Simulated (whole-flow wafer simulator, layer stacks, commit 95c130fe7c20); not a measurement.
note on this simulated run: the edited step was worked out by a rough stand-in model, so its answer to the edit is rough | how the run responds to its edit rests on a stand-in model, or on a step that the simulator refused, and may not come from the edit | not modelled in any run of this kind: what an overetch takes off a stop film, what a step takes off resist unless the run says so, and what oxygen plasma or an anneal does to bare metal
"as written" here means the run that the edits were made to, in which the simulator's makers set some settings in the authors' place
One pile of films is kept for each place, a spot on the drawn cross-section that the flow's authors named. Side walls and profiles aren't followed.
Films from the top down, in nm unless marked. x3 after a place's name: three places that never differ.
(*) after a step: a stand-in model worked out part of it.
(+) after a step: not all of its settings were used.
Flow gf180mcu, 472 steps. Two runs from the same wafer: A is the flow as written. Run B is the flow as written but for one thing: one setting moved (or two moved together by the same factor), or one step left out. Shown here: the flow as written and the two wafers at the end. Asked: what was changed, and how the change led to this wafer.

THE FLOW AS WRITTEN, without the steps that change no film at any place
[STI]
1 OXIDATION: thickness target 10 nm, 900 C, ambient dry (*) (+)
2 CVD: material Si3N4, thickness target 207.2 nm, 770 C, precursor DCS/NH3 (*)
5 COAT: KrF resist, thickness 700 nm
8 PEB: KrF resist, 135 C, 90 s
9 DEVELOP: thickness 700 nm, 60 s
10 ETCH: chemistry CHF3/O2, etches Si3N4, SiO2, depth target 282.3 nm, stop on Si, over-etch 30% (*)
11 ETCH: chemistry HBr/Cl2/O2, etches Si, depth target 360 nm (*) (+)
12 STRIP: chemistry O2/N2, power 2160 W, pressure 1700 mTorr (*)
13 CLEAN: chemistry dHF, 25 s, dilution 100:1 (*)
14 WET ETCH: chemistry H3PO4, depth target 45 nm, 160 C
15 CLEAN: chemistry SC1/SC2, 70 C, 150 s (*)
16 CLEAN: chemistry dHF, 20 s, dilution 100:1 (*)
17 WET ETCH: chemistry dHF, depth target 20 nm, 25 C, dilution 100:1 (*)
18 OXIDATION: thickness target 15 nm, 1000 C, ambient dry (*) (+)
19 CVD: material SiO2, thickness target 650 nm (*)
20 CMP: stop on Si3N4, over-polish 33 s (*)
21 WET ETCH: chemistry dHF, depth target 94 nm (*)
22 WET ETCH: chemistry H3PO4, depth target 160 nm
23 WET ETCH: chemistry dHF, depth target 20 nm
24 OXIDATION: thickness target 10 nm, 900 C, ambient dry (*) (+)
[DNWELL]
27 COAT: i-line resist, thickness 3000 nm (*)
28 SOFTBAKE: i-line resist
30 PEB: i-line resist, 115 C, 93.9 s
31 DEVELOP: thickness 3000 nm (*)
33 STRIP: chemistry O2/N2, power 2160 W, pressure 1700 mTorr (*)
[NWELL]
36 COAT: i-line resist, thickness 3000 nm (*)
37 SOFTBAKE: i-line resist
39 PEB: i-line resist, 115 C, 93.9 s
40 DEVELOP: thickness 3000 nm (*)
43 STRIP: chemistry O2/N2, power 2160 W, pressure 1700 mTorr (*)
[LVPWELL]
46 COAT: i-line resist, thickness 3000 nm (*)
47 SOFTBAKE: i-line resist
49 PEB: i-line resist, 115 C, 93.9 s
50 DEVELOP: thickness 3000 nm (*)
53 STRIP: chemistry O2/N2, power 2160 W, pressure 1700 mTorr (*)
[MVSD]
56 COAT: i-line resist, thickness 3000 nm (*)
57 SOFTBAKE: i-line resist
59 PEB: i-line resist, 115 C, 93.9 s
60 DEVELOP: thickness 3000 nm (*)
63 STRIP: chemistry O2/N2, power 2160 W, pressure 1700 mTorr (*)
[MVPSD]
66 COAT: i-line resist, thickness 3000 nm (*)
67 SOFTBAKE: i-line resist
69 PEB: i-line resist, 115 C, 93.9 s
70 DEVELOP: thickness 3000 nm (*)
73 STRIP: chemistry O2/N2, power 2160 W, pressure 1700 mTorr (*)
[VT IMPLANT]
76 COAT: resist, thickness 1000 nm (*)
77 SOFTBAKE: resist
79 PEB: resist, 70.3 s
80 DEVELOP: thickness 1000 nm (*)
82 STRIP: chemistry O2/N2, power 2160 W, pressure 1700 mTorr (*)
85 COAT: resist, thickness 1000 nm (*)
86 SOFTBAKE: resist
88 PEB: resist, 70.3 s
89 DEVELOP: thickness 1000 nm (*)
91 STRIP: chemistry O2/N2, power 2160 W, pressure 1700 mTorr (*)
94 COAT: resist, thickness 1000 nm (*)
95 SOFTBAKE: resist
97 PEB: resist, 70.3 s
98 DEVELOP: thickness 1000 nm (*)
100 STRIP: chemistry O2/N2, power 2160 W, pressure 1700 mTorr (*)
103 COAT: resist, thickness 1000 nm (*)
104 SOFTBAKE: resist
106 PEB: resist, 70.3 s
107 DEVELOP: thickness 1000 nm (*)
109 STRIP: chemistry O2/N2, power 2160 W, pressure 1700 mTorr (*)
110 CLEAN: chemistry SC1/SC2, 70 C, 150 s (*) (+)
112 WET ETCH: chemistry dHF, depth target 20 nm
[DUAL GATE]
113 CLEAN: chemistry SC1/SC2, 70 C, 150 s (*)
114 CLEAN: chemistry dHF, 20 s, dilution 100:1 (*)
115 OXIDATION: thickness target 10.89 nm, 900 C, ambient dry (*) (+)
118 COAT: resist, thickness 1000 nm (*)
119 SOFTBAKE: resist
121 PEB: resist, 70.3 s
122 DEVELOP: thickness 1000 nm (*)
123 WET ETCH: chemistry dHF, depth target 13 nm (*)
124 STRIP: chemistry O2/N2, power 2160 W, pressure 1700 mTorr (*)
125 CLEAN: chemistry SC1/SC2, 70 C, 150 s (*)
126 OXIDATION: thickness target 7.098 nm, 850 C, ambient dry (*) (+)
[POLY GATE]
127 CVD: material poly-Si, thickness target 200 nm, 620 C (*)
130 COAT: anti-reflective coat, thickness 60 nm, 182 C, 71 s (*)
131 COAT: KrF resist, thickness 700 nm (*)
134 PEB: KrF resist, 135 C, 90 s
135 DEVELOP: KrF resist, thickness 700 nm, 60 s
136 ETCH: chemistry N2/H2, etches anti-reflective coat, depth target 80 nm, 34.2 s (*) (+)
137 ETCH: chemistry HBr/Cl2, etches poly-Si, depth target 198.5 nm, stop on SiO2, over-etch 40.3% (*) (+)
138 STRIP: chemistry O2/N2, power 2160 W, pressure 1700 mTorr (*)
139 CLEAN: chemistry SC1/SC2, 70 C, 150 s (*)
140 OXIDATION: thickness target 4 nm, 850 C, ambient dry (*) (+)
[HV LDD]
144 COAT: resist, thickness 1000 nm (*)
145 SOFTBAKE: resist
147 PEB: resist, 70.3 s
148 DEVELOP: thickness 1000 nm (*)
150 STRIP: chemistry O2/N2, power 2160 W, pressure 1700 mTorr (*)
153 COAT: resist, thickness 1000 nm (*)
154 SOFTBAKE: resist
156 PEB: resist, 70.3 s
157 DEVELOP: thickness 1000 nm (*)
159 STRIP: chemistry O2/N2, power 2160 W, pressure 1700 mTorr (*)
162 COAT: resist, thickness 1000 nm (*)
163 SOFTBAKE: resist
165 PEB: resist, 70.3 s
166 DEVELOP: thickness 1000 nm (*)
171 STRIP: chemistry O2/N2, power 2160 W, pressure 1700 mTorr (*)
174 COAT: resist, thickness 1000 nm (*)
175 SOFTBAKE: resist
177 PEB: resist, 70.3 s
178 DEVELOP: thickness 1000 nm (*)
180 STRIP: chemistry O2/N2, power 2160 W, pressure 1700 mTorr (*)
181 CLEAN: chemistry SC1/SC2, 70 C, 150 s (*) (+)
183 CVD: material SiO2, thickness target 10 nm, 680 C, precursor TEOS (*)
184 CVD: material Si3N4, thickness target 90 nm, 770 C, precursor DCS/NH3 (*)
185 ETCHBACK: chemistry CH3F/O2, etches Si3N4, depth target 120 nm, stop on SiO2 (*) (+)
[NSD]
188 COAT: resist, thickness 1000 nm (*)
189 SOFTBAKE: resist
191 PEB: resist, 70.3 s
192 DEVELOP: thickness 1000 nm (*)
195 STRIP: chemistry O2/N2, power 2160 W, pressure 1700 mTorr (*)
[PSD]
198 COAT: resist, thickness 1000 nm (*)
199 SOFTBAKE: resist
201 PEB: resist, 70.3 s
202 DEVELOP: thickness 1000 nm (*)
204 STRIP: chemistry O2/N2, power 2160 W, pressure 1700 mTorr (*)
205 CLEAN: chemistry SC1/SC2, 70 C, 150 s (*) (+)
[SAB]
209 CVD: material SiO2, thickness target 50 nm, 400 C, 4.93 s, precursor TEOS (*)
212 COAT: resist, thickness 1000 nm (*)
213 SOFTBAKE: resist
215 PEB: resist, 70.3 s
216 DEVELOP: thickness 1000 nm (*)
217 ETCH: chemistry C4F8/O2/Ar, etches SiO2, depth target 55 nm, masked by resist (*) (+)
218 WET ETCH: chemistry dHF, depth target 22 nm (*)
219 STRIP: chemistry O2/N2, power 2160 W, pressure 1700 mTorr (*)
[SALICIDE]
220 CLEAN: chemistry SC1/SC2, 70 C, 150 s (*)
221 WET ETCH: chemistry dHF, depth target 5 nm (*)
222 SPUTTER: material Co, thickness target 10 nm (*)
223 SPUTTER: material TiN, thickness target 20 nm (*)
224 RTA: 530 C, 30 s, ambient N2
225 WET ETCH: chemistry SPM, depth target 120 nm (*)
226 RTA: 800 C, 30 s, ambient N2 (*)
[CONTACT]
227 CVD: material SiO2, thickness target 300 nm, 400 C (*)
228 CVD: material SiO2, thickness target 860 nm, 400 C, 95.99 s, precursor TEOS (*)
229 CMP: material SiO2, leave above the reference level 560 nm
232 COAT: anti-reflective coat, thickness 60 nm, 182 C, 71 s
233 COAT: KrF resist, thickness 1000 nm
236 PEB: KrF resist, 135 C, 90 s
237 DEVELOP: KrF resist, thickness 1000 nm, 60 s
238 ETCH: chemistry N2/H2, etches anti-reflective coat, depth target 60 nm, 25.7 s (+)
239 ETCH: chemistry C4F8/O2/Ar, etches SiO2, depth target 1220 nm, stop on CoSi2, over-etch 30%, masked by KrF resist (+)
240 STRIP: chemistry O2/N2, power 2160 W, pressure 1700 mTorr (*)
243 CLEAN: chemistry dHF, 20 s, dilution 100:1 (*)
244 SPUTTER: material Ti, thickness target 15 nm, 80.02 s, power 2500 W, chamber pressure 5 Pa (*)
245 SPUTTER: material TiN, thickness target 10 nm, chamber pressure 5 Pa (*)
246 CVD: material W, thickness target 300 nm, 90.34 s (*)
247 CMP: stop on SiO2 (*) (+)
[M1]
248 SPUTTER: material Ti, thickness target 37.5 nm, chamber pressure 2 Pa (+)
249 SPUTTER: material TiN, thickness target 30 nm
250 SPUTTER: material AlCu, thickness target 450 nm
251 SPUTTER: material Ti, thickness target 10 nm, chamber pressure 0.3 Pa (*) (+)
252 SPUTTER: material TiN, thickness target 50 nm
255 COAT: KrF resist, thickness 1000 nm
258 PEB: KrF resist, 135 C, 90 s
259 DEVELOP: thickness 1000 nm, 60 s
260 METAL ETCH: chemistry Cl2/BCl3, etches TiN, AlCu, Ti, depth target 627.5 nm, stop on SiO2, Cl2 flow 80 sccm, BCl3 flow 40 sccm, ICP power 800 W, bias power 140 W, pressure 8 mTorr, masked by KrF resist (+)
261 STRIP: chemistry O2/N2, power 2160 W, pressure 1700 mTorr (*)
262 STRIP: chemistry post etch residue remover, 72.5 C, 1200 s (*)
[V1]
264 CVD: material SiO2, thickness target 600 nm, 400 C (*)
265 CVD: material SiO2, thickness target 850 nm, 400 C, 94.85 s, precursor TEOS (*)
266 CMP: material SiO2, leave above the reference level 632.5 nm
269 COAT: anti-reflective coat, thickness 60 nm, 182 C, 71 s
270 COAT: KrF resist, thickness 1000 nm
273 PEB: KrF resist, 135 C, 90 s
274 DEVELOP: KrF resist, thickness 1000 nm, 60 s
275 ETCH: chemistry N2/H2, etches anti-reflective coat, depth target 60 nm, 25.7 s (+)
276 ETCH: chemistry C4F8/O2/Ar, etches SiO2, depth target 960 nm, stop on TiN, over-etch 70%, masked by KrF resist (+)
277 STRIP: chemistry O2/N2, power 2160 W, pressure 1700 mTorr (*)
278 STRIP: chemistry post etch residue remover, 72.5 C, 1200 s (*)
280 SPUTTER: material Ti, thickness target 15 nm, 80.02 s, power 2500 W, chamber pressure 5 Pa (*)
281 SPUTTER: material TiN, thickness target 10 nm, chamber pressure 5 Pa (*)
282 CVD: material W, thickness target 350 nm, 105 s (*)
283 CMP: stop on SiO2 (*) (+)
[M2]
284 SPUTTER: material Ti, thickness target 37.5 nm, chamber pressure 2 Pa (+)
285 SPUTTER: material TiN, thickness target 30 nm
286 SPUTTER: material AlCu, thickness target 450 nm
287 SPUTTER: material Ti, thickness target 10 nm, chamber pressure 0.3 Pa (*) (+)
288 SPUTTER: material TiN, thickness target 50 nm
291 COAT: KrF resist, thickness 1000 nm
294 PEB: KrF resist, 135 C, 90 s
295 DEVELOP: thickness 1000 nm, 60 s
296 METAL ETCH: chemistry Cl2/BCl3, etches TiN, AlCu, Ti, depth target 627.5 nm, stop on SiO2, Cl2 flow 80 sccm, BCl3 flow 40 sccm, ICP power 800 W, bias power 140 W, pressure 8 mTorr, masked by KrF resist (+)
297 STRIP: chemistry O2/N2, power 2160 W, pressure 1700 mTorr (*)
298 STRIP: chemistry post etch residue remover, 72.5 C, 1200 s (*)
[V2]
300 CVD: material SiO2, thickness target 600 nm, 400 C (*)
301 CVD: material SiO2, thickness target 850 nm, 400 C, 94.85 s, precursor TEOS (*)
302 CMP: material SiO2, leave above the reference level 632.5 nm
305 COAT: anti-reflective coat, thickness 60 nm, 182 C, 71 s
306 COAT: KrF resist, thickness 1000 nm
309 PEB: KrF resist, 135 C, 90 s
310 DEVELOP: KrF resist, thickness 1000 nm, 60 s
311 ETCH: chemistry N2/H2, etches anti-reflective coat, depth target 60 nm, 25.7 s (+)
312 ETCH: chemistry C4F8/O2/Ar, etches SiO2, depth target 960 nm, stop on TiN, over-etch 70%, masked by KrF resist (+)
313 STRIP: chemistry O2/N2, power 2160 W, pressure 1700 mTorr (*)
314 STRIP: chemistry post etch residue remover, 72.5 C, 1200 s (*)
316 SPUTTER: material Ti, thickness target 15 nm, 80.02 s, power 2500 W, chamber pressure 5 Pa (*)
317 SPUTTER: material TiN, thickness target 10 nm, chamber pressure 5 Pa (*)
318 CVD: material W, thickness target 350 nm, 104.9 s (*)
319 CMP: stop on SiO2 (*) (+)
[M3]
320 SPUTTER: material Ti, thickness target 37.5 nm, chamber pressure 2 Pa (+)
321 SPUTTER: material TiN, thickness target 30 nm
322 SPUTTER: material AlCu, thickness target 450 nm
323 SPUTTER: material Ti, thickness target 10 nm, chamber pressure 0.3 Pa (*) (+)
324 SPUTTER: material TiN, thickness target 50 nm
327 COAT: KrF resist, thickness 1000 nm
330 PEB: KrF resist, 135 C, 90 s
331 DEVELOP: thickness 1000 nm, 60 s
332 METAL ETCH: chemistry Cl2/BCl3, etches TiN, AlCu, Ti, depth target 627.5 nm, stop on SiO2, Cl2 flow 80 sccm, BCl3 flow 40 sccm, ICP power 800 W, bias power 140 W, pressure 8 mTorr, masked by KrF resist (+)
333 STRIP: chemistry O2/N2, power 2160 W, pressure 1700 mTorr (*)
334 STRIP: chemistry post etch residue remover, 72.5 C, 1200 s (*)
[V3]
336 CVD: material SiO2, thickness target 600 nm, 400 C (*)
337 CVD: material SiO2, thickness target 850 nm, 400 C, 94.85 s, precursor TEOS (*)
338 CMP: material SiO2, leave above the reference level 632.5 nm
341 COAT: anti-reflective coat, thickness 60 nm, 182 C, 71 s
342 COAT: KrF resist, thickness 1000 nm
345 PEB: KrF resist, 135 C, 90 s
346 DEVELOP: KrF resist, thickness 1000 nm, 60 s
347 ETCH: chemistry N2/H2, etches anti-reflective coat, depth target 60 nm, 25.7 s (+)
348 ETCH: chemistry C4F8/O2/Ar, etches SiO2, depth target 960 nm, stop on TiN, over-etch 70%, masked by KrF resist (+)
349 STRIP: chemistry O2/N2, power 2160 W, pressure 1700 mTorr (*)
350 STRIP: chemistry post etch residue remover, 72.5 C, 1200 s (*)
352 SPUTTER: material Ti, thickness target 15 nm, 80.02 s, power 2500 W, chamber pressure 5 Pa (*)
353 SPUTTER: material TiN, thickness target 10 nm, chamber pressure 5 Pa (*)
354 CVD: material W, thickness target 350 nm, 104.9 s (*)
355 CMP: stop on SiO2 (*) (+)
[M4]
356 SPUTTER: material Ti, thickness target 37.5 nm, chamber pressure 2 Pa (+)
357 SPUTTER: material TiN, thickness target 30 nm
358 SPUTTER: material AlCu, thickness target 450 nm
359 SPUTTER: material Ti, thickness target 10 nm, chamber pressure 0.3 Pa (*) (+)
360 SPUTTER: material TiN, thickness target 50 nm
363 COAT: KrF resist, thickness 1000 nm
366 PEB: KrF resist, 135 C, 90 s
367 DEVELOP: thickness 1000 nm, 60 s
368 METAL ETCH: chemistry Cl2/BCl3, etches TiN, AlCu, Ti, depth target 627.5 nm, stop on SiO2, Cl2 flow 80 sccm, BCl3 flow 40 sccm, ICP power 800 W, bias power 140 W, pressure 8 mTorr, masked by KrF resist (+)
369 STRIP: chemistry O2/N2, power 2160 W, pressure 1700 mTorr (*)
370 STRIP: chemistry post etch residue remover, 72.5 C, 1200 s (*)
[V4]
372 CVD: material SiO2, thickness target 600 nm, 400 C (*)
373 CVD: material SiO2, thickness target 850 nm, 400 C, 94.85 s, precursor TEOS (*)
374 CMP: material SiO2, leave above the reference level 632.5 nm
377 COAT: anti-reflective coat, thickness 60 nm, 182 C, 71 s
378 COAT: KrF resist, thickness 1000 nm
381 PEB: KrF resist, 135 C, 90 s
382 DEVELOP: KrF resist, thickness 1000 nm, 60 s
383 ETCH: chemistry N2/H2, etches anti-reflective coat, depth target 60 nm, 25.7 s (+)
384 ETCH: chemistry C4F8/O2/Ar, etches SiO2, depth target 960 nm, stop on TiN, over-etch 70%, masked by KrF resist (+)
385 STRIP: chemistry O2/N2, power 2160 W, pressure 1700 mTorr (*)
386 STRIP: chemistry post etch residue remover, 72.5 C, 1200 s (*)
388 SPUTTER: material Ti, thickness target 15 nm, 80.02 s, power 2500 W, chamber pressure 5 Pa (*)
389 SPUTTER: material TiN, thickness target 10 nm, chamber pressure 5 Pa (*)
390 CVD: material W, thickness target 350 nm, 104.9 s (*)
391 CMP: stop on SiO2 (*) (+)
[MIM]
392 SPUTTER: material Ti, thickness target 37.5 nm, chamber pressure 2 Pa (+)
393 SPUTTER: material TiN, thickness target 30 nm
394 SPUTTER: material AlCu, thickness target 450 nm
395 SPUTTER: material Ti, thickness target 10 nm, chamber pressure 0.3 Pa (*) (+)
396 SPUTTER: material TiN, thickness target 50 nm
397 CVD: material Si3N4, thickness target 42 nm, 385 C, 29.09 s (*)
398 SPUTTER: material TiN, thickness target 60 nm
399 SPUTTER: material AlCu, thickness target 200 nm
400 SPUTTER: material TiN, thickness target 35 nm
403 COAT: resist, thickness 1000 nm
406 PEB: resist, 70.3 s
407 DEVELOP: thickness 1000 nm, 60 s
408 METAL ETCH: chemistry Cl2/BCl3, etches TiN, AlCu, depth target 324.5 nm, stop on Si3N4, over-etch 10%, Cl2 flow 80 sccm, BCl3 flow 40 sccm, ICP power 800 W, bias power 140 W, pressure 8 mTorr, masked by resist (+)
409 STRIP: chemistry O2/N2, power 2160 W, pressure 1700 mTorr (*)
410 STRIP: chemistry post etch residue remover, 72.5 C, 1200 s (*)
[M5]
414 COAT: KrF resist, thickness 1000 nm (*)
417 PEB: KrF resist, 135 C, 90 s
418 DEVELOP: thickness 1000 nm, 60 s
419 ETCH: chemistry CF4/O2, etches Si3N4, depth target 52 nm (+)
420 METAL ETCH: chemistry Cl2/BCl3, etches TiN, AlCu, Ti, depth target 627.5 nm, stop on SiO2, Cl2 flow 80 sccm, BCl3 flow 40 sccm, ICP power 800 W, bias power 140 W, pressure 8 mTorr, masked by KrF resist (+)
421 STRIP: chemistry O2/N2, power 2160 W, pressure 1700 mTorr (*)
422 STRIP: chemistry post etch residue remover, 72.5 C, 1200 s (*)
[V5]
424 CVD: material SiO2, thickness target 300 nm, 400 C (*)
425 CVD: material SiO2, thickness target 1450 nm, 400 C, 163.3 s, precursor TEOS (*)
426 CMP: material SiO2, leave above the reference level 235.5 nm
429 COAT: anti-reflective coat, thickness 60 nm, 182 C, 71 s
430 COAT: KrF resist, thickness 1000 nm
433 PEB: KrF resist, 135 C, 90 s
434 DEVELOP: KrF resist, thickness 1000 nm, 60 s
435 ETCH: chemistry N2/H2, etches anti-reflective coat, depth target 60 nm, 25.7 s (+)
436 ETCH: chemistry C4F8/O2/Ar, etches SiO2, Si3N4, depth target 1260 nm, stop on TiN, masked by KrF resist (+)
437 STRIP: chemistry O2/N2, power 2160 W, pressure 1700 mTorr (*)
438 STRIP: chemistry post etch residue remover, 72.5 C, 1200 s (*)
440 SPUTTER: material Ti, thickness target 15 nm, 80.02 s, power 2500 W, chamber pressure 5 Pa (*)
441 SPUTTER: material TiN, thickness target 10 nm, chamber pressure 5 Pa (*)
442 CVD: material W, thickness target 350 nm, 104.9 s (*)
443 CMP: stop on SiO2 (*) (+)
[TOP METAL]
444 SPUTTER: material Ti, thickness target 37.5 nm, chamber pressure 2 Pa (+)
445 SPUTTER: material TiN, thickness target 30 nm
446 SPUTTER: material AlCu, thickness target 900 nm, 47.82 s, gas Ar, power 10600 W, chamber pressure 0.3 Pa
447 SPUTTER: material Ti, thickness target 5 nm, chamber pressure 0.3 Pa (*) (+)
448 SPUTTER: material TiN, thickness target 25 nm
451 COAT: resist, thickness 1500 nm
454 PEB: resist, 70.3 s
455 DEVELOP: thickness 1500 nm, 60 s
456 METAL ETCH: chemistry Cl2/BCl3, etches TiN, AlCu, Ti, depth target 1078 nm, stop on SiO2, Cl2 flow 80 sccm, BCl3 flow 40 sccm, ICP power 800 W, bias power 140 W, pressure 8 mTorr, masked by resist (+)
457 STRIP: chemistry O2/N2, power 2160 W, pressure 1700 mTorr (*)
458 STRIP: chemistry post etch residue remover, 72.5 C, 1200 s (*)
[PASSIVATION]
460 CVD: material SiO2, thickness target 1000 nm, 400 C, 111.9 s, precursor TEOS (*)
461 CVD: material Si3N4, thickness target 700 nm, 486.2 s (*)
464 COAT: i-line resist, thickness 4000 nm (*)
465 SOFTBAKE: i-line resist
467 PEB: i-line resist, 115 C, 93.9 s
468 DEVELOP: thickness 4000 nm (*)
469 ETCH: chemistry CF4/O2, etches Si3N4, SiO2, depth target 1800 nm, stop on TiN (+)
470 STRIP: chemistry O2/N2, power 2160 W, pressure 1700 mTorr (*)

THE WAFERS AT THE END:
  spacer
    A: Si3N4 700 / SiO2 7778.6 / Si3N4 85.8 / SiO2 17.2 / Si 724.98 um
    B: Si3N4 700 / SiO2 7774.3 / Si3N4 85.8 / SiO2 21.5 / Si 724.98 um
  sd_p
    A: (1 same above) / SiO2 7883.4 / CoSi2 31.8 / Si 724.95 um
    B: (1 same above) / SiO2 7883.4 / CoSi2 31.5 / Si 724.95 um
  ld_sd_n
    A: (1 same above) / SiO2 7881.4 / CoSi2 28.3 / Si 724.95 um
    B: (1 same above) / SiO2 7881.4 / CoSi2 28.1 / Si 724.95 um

The cause: step 183, CVD: thickness target 14.3 nm was run, where the flow has thickness target 10 nm.

How the change led to this, step by step:
  183 CVD: material SiO2, thickness target 10 nm, 680 C, precursor TEOS (*)
      field, field__w1, field__w2 and 99 more: A SiO2 +10 | B SiO2 +14.3
      ld_drift_p: A SiO2 +9.87 | B SiO2 +14.1
      (and at 1 more place)
  189 SOFTBAKE: resist
      field__w9: A resist +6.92 | B resist -3.09
      field_sub__w1: A resist +7.47 | B resist +9.76
  199 SOFTBAKE: resist
      field__w9: A resist +6.92 | B resist -3.09
      field_sub__w1: A resist +7.47 | B resist +9.76
  218 WET ETCH: chemistry dHF, depth target 22 nm (*)
      gate, gate_hv, gate_p and 23 more: A SiO2 -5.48 (all of it) | B SiO2 -9.78 (all of it)
      field, sti, mim_1p0 and 13 more: A SiO2 -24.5 | B SiO2 -25.1
      (and at 56 more places)
  229 CMP: material SiO2, leave above the reference level 560 nm
      mim: A SiO2 -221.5 | B SiO2 -226.3
